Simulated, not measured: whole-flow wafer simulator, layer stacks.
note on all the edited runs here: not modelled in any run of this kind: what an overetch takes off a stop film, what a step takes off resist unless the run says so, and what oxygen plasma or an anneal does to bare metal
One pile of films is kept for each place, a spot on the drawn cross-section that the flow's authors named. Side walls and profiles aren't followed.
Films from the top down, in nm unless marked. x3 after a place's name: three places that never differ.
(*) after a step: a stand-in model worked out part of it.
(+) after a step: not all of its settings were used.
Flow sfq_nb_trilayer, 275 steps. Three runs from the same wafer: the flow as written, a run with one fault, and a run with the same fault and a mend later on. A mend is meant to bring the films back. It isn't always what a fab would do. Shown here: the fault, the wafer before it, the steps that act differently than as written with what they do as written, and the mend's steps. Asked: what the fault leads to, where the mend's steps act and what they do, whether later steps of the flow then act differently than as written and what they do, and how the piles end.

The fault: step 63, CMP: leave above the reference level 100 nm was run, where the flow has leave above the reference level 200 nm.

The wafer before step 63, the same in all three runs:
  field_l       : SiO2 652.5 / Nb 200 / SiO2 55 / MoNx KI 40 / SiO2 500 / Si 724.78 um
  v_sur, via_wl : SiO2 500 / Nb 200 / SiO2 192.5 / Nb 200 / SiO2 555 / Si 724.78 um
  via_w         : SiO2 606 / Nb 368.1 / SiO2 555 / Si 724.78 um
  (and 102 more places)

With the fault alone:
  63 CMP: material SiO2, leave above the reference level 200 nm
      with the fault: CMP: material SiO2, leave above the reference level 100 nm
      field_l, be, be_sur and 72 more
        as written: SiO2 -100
        with the fault: SiO2 -200
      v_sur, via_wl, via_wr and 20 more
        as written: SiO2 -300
        with the fault: SiO2 -400
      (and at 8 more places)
  Later steps of the flow that act differently than as written (3 more steps differ only slightly, by at most 2% or 0.5 nm, whichever is larger, and aren't shown):
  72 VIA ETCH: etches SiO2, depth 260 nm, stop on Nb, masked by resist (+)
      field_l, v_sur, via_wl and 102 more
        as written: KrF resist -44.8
        with the fault: KrF resist -25.8
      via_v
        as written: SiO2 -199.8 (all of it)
        with the fault: SiO2 -99.8 (all of it)
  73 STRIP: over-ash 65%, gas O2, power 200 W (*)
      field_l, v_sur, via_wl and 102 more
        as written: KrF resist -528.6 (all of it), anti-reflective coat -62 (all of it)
        with the fault: KrF resist -547.6 (all of it), anti-reflective coat -62 (all of it)
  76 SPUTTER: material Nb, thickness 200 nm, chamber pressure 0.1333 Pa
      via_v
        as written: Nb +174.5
        with the fault: Nb +194.3
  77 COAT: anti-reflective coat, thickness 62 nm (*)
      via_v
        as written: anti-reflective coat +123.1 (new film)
        with the fault: anti-reflective coat +102.5 (new film)
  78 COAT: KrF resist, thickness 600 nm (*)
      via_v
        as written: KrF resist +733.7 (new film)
        with the fault: KrF resist +649.9 (new film)
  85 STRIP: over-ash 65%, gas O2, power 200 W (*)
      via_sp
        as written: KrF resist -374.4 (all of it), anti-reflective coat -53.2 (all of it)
        with the fault: KrF resist -382.6 (all of it), anti-reflective coat -52.9 (all of it)
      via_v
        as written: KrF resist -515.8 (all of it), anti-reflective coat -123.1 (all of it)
        with the fault: KrF resist -432.2 (all of it), anti-reflective coat -102.5 (all of it)
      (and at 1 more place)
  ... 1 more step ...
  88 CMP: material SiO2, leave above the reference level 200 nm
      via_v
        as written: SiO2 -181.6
        with the fault: SiO2 -195.4
  At the end the piles differ from the flow's by more than 2% or 0.5 nm, whichever is larger, at field_l, v_sur, via_wl and 103 more.
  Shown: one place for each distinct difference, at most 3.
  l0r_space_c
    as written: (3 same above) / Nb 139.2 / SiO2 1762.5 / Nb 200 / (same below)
    with the fault: (3 same above) / Nb 139.2 / SiO2 1662.5 / Nb 200 / (same below)
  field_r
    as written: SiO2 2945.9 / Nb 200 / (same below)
    with the fault: SiO2 2845.9 / Nb 200 / (same below)
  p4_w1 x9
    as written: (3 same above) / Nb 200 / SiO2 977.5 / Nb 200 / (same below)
    with the fault: (3 same above) / Nb 200 / SiO2 877.5 / Nb 200 / (same below)

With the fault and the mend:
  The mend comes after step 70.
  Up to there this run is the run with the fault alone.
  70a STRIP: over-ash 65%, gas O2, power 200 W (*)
      field_l, v_sur, via_wl and 102 more
        KrF resist -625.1 (all of it), anti-reflective coat -62 (all of it)
      via_v
        anti-reflective coat -62 (all of it)
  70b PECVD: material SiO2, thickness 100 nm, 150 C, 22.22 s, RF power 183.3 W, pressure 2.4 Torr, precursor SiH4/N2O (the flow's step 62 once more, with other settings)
      field_l, v_sur, via_wl and 103 more
        SiO2 +100
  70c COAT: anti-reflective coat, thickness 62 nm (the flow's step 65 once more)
      field_l, v_sur, via_wl and 103 more
        anti-reflective coat +62 (new film)
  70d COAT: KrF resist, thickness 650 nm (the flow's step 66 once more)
      field_l, v_sur, via_wl and 103 more
        KrF resist +650 (new film)
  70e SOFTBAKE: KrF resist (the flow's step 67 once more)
      changes no film at any place that is followed
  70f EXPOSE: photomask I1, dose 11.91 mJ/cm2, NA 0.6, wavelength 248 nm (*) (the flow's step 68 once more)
      changes no film at any place that is followed
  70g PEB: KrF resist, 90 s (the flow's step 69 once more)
      field_l, v_sur, via_wl and 103 more
        KrF resist -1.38
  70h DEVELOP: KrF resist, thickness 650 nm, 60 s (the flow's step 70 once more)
      field_l, v_sur, via_wl and 102 more
        KrF resist -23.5
      via_v
        KrF resist -648.6 (all of it)
  No later step of the flow acts differently than as written at any place that is followed.
  At the end the piles are the same as the flow's at every place that both follow.
